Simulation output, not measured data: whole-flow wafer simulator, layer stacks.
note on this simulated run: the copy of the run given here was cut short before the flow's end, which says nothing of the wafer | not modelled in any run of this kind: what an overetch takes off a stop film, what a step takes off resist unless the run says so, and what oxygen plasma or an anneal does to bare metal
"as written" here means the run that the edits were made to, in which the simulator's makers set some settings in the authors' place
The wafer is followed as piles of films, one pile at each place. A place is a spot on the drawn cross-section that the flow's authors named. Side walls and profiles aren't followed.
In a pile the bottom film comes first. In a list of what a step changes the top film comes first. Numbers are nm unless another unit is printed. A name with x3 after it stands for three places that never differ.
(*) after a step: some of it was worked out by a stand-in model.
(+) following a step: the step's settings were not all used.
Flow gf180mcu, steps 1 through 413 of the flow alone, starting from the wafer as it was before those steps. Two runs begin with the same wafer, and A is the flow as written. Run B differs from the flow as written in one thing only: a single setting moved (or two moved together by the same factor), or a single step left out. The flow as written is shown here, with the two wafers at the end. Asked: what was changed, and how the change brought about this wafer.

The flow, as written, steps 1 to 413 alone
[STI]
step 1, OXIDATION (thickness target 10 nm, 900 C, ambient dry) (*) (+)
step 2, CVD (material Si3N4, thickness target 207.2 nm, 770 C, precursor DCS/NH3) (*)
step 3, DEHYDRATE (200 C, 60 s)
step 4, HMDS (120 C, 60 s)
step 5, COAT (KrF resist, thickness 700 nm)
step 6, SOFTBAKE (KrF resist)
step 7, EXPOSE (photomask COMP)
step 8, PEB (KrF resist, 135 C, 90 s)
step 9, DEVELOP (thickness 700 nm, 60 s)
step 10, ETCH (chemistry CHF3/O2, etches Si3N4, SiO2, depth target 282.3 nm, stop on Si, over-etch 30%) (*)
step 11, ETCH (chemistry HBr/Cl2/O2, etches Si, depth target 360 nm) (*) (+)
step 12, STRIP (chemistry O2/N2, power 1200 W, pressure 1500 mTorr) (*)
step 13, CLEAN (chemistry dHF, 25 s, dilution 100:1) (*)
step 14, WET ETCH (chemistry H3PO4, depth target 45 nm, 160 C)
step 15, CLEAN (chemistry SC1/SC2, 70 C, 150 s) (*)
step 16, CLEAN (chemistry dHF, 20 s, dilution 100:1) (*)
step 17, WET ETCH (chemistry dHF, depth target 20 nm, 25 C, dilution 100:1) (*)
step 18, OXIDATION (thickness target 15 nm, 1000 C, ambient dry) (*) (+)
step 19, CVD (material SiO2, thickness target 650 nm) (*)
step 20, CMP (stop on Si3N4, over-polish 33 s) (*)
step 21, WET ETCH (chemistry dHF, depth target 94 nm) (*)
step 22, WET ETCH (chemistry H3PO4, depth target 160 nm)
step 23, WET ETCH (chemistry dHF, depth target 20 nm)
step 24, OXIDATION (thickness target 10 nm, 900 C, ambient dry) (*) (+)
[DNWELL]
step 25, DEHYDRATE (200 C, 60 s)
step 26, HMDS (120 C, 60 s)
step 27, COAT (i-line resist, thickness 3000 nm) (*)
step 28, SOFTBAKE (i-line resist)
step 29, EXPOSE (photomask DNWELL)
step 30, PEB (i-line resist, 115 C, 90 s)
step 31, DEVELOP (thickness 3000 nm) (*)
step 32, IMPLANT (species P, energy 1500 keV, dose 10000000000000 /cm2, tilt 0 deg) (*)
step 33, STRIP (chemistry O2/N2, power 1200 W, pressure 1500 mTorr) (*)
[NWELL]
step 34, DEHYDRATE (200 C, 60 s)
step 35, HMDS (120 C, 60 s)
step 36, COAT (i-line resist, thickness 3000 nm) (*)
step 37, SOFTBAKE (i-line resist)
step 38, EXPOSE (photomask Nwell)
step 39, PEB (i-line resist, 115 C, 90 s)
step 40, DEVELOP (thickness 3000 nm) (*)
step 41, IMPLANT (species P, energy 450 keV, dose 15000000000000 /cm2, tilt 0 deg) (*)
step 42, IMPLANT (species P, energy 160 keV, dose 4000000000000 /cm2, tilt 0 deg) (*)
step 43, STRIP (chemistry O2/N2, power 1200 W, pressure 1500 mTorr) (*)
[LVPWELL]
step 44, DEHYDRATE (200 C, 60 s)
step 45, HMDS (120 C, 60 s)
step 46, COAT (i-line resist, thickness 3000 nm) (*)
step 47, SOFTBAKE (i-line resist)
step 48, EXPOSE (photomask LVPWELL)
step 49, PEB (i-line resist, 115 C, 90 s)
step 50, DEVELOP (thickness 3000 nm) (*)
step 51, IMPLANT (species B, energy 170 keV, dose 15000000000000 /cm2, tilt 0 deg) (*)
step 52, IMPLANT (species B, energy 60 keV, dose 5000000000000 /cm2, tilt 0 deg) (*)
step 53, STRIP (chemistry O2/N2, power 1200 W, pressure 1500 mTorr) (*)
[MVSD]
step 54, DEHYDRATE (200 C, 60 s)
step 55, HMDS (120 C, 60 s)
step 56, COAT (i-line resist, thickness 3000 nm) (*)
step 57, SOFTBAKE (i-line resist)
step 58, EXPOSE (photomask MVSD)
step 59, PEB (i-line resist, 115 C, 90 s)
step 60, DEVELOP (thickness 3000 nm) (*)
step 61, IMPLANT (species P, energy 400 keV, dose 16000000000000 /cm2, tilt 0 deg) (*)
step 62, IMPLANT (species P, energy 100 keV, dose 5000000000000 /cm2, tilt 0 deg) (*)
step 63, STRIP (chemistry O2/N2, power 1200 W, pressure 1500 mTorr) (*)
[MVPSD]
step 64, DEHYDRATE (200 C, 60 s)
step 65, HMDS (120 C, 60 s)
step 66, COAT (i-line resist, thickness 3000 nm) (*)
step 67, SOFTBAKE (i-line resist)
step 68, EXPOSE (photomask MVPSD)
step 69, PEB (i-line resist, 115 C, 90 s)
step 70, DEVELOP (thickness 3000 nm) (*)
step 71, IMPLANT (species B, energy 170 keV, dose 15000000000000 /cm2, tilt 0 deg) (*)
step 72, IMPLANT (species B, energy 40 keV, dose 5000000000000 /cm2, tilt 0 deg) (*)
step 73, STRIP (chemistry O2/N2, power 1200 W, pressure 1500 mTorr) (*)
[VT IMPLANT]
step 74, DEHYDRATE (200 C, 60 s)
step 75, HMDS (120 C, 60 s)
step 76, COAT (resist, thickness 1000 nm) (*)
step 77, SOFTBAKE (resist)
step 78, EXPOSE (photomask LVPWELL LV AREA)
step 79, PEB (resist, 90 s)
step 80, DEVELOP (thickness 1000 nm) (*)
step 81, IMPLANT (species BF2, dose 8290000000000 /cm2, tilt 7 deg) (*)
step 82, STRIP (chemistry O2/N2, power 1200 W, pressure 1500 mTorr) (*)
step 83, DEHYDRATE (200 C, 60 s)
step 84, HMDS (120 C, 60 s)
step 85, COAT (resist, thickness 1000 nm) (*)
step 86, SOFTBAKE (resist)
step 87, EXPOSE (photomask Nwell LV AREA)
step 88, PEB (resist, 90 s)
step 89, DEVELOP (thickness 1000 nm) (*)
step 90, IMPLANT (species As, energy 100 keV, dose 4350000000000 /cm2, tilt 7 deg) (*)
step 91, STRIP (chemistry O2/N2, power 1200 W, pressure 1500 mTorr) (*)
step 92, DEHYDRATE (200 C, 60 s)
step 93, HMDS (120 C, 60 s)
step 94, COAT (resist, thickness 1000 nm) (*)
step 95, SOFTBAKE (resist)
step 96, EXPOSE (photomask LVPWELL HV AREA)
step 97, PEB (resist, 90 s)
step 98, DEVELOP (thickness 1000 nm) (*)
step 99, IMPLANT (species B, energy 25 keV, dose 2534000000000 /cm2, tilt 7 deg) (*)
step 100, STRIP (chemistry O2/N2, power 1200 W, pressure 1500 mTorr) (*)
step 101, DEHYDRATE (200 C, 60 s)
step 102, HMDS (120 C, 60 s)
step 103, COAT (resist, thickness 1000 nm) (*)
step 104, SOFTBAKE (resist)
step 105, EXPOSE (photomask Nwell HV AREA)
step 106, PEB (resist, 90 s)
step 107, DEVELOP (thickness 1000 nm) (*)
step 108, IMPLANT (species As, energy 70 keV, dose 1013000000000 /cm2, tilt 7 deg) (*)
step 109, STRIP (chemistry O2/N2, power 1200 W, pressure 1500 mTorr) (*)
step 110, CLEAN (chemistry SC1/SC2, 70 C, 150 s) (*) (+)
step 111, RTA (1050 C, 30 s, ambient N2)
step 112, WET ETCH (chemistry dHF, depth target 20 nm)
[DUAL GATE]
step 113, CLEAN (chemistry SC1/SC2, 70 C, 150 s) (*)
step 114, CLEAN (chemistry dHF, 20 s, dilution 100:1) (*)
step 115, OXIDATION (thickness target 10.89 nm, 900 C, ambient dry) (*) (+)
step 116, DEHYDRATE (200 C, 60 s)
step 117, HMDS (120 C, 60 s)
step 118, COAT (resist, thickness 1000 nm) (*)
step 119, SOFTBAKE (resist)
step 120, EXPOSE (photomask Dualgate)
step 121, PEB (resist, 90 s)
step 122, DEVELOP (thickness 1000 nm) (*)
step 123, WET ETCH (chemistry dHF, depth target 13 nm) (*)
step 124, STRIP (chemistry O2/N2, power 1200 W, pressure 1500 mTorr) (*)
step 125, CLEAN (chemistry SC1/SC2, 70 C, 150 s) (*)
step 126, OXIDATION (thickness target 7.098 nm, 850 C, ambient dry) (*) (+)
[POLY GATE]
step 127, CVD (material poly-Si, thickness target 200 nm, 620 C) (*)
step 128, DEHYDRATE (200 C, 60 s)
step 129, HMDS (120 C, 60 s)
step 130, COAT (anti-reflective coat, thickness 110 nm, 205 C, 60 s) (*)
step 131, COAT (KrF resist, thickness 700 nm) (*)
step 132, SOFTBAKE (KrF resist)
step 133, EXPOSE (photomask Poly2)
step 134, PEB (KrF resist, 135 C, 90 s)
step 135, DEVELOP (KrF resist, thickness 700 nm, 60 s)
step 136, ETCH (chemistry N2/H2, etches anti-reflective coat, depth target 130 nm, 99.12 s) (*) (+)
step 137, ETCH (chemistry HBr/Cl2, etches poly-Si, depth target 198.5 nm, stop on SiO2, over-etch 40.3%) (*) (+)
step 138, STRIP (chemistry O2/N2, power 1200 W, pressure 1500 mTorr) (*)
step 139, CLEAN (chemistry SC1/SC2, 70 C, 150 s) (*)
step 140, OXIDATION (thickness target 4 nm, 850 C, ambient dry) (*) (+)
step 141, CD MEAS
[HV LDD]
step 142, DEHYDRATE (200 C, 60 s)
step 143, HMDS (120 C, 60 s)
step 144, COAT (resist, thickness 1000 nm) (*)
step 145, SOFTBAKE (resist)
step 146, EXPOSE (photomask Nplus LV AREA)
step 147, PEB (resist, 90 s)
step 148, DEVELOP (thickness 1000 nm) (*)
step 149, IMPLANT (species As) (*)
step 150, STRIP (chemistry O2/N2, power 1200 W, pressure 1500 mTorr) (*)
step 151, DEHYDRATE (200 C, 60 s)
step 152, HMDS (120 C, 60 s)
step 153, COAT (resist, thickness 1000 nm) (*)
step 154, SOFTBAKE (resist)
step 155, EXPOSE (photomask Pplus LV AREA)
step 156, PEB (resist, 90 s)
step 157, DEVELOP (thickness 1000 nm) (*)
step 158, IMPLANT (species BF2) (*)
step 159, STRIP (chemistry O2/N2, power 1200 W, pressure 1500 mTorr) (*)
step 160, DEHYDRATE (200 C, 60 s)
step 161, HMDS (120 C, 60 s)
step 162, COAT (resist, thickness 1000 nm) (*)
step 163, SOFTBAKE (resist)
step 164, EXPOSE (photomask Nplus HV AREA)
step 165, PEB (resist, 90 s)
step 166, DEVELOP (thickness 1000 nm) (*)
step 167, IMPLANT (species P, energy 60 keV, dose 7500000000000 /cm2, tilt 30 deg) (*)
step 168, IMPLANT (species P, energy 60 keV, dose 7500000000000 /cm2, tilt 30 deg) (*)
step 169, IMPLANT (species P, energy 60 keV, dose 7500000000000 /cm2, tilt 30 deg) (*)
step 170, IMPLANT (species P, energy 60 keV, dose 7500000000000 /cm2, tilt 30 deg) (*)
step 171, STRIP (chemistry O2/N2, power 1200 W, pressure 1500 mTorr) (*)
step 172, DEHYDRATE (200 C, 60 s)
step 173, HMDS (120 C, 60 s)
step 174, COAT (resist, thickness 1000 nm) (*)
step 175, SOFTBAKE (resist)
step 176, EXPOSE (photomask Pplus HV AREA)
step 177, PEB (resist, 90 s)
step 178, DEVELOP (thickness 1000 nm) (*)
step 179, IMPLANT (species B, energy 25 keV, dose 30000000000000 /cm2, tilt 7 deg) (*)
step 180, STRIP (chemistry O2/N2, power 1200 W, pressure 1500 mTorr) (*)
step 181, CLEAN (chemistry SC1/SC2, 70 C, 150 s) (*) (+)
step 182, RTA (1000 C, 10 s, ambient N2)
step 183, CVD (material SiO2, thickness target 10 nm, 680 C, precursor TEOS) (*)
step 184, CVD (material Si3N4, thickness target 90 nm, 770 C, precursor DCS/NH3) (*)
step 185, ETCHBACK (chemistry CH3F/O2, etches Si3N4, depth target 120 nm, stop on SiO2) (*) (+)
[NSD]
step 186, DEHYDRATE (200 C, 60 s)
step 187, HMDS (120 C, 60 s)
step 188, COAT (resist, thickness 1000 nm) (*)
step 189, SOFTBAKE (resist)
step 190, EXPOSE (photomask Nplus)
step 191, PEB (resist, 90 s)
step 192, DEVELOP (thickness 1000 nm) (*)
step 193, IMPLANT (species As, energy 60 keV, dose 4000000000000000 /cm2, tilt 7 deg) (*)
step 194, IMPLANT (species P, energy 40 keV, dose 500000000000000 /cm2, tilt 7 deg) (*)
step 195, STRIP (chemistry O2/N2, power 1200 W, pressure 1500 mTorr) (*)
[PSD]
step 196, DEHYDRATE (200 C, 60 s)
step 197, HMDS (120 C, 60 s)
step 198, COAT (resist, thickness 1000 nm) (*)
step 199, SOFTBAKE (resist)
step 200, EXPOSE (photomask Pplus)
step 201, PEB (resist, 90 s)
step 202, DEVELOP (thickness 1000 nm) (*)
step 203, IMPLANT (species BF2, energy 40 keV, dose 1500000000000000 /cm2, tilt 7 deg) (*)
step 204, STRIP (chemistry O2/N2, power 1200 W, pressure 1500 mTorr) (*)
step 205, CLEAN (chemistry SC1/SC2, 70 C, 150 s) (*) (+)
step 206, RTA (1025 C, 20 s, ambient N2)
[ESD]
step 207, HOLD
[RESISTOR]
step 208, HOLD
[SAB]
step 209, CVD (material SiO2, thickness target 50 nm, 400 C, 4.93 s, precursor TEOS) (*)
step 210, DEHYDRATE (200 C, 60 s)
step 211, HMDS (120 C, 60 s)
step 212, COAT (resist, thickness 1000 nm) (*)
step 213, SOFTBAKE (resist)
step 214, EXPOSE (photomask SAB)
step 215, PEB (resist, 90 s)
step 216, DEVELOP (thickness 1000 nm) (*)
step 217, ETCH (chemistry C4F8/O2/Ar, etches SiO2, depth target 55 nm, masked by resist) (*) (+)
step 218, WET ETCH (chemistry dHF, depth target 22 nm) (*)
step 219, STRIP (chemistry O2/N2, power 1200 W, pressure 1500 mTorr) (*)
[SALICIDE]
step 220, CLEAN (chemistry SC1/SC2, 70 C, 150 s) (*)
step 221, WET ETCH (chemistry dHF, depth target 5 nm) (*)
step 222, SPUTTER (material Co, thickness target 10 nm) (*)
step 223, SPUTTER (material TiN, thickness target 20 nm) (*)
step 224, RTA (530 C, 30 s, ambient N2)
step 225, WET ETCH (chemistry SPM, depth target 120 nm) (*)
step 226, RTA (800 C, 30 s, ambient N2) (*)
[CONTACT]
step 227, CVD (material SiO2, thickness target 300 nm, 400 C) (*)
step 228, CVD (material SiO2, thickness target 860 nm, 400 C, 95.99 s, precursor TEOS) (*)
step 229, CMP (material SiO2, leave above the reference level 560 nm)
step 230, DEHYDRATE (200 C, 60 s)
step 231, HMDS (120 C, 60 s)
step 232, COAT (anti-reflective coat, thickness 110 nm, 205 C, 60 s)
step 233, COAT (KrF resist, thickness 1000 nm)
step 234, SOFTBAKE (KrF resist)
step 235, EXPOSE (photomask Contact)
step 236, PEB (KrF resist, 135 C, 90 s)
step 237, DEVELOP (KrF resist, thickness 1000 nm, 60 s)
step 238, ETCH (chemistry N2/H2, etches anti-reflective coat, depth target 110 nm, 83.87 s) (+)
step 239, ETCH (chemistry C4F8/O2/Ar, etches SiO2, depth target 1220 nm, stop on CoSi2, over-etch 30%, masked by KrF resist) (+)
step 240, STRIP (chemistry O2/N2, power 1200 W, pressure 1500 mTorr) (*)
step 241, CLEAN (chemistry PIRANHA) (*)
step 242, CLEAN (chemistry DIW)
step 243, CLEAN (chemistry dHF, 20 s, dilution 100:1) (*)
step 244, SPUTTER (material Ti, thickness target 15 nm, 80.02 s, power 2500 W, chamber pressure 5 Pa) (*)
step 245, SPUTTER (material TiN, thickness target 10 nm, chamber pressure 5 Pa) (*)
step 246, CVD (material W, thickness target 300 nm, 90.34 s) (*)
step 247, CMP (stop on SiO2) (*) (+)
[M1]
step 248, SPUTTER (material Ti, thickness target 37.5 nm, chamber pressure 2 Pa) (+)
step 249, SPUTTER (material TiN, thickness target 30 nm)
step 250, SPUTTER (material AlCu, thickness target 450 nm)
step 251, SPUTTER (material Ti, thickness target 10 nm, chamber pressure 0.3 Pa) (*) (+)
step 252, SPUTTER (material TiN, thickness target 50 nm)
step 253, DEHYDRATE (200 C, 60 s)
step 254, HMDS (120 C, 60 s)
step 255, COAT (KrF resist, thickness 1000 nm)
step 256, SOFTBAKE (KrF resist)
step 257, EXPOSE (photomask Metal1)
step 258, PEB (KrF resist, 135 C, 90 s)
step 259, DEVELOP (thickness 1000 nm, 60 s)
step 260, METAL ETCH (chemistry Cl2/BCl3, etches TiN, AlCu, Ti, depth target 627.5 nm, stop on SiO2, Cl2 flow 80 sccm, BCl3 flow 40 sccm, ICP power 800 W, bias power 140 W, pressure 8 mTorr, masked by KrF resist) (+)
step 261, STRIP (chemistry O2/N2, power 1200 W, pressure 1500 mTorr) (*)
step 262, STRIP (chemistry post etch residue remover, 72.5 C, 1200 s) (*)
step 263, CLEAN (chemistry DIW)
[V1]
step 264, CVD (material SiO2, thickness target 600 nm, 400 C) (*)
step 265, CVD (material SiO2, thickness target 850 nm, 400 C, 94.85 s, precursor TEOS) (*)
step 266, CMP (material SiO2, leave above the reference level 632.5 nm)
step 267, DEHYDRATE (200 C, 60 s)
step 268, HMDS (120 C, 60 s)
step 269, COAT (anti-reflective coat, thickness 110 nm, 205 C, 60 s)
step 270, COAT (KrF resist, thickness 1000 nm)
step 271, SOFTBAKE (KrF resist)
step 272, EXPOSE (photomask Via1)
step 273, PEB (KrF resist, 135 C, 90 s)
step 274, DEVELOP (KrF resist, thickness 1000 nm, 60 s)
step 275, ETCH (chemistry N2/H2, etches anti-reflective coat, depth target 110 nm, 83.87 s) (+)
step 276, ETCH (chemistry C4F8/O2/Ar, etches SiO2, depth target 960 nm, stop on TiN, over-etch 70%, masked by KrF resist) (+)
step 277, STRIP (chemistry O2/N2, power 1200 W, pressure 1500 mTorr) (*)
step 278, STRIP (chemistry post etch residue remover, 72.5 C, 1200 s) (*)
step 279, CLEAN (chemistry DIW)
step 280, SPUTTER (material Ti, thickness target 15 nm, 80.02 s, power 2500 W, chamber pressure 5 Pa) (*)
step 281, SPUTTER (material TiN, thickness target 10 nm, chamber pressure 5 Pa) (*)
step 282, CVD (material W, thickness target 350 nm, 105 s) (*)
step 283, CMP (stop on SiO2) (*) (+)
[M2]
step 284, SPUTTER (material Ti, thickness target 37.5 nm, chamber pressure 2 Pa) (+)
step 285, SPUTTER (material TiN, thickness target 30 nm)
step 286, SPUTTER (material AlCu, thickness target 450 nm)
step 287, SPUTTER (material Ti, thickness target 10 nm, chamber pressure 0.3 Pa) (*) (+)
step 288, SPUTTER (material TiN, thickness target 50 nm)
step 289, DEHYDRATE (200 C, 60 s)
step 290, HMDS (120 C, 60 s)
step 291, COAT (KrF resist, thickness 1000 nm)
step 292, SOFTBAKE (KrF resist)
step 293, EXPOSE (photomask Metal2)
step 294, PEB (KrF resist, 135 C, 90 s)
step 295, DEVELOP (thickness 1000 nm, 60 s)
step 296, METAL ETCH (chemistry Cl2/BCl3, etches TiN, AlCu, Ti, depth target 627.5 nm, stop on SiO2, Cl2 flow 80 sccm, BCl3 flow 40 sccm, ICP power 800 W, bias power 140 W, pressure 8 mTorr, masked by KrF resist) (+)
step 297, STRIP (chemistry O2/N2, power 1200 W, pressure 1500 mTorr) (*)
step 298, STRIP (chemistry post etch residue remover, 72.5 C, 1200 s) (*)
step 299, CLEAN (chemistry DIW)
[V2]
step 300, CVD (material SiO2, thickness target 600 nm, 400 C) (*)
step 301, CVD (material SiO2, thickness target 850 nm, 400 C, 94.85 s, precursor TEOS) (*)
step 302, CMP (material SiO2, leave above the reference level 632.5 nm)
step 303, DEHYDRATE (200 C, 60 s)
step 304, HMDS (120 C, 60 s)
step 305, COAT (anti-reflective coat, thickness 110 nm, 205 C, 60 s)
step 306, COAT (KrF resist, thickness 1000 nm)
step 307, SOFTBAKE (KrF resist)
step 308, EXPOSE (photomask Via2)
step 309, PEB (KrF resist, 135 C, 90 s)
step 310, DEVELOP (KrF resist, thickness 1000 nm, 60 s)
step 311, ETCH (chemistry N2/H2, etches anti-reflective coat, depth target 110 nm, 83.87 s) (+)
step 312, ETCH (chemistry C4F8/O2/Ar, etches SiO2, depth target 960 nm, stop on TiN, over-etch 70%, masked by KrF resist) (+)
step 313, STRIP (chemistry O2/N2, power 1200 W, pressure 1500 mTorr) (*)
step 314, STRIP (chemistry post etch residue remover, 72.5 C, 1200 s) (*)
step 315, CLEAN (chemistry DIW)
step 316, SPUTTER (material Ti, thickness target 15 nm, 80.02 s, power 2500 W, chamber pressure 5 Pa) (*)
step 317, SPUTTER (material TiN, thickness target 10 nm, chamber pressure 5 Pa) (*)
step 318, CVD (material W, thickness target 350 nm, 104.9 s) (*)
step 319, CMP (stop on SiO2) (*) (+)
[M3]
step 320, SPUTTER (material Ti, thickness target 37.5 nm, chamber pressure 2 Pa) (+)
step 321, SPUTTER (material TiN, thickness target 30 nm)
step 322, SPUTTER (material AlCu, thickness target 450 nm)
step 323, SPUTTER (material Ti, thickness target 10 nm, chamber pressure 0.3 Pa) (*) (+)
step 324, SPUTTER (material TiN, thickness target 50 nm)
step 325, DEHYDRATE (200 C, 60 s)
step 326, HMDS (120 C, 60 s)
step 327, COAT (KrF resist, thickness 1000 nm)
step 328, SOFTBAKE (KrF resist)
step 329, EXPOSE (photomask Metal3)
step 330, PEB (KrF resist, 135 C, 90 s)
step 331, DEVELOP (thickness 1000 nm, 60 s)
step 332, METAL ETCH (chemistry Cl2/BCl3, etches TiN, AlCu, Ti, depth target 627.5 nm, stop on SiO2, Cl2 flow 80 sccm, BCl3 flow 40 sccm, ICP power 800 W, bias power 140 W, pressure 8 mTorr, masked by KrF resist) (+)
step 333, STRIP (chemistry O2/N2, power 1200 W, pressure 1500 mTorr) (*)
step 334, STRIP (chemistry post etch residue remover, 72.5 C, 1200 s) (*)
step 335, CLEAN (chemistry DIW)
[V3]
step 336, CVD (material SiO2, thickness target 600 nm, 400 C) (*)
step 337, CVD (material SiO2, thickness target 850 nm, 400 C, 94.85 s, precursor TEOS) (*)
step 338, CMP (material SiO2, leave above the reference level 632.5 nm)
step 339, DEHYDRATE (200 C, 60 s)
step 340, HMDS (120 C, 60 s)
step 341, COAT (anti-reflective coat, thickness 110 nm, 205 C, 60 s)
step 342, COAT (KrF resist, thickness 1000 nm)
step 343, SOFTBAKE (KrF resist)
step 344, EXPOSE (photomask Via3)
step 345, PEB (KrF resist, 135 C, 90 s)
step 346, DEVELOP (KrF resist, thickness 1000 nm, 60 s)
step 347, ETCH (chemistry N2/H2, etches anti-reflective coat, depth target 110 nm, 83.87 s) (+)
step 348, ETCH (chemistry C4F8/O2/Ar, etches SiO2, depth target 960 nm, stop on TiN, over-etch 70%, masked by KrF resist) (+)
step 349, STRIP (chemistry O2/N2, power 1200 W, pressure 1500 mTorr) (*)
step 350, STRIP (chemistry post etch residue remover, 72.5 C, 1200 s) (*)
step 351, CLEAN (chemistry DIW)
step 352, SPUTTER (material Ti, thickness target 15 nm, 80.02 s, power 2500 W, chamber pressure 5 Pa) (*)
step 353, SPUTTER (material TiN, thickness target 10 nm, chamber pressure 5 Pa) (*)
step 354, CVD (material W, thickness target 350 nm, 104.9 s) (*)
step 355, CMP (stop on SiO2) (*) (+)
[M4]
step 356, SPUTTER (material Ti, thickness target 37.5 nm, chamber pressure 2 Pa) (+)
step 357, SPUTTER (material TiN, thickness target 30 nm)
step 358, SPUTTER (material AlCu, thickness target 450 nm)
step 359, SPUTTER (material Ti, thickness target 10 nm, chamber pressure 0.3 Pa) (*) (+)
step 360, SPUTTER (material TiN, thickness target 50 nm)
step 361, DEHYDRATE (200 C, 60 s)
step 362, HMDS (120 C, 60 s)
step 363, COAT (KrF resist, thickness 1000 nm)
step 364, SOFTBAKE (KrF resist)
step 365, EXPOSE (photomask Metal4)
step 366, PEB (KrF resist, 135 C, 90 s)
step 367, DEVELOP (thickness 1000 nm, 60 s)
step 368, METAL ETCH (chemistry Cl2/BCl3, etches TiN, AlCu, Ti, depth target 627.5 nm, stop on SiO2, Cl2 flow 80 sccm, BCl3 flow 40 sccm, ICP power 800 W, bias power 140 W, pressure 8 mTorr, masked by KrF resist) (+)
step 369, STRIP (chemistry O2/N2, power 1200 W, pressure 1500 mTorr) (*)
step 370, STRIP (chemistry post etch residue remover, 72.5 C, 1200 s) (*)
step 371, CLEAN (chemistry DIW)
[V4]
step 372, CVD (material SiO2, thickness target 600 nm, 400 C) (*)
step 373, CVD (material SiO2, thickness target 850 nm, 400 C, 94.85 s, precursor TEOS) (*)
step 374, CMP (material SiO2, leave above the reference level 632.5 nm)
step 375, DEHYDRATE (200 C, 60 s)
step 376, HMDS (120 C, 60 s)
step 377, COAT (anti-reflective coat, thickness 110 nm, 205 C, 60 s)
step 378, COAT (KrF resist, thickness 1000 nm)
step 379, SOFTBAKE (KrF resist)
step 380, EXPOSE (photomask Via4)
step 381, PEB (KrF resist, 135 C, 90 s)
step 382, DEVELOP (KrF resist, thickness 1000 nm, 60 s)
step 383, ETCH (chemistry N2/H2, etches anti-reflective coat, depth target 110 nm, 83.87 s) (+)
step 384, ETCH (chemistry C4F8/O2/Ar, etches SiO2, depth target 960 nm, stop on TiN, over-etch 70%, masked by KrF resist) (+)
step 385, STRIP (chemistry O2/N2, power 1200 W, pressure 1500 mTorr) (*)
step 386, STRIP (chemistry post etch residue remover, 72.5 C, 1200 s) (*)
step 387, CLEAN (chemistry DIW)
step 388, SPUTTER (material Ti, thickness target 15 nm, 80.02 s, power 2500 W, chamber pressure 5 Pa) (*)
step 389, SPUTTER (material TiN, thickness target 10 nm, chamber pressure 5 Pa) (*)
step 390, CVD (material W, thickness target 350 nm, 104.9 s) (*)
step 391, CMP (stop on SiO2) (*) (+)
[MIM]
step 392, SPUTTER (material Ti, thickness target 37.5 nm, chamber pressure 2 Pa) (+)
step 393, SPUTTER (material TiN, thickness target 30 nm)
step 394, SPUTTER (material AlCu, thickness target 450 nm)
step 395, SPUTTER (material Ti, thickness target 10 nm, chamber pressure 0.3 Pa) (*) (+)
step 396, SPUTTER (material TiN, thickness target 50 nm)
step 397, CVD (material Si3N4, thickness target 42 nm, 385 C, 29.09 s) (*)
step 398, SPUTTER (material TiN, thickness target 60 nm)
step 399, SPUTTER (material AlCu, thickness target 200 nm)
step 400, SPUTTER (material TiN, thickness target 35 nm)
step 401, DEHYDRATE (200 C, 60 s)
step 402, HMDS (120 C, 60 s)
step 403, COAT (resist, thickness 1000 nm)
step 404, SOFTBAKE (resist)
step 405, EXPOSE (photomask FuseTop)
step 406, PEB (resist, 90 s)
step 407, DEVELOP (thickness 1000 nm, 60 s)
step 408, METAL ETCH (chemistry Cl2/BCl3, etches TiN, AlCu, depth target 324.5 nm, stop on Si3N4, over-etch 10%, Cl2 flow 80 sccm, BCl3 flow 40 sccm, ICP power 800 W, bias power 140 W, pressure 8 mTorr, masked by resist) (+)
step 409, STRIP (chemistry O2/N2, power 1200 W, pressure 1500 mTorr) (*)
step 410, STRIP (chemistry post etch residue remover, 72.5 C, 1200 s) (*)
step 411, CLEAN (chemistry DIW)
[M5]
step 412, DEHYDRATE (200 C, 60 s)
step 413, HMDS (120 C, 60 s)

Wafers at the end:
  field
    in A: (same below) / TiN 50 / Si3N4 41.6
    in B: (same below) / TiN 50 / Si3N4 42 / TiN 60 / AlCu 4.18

What caused this: step 408, METAL ETCH: depth target 225.1 nm was run, though the flow has depth target 324.5 nm.

How this came from the change, step by step:
  step 408, METAL ETCH (chemistry Cl2/BCl3, etches TiN, AlCu, depth target 324.5 nm, stop on Si3N4, over-etch 10%, Cl2 flow 80 sccm, BCl3 flow 40 sccm, ICP power 800 W, bias power 140 W, pressure 8 mTorr, masked by resist) (+)
      field, field__w1, field__w2 and 107 more: A TiN loses 35 (all of it), AlCu loses 200 (all of it), TiN loses 60 (all of it) | B TiN loses 35 (all of it), AlCu loses 190.1
      mim: A resist loses 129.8 | B resist loses 90
  step 409, STRIP (chemistry O2/N2, power 1200 W, pressure 1500 mTorr) (*)
      mim: A resist loses 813 (all of it) | B resist loses 852.8 (all of it)
  step 410, STRIP (chemistry post etch residue remover, 72.5 C, 1200 s) (*)
      field, field__w1, field__w2 and 107 more: A Si3N4 loses 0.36 | B AlCu loses 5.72
Taking metal films that touch as one body, field has 2 bodies (between them, from the top down: Si3N4 42); the flow as written gives 1 body.
